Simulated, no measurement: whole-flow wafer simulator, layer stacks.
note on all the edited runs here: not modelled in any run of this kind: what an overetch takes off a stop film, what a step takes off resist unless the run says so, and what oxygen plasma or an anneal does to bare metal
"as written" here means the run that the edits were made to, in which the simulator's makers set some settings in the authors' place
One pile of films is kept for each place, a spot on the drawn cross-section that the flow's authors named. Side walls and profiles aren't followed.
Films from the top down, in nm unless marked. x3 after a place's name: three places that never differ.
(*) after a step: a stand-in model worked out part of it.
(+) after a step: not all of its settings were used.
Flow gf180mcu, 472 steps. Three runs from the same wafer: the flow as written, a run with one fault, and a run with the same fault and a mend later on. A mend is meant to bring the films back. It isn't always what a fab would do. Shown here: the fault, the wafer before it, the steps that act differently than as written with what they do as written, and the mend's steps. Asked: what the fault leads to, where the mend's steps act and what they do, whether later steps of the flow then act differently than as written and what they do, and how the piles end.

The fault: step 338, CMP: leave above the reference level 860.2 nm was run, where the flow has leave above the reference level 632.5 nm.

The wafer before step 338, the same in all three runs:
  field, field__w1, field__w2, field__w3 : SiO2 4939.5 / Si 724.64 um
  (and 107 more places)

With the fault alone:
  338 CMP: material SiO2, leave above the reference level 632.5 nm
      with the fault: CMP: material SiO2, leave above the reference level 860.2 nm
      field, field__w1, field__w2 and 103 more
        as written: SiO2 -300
        with the fault: SiO2 -72.3
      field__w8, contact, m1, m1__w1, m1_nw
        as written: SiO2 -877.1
        with the fault: SiO2 -649.4
  Later steps of the flow that act differently than as written:
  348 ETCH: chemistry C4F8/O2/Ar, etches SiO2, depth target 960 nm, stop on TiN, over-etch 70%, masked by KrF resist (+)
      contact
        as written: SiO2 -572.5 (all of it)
        with the fault: SiO2 -800.2 (all of it)
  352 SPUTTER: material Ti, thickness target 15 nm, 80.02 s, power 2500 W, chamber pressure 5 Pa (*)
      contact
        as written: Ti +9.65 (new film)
        with the fault: Ti +8.46 (new film)
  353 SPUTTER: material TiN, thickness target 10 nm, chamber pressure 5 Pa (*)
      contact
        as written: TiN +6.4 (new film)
        with the fault: TiN +5.61 (new film)
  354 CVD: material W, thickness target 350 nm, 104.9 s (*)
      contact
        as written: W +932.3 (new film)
        with the fault: W +1162 (new film)
  At the end the piles differ from the flow's by more than 2% or 0.5 nm, whichever is larger, at field, field__w1, field__w2 and 109 more.
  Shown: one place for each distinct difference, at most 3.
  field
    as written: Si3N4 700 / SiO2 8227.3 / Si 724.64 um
    with the fault: Si3N4 700 / SiO2 8455 / Si 724.64 um
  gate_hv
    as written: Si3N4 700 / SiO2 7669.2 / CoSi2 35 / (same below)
    with the fault: Si3N4 700 / SiO2 7896.9 / CoSi2 35 / (same below)
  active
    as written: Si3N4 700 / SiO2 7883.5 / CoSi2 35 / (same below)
    with the fault: Si3N4 700 / SiO2 8111.2 / CoSi2 35 / (same below)

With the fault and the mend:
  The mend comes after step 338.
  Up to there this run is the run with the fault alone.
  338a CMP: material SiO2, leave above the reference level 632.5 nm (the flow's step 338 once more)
      field, field__w1, field__w2 and 108 more
        SiO2 -227.7
  No later step of the flow acts differently than as written at any place that is followed.
  At the end the piles are the same as the flow's at every place that both follow.
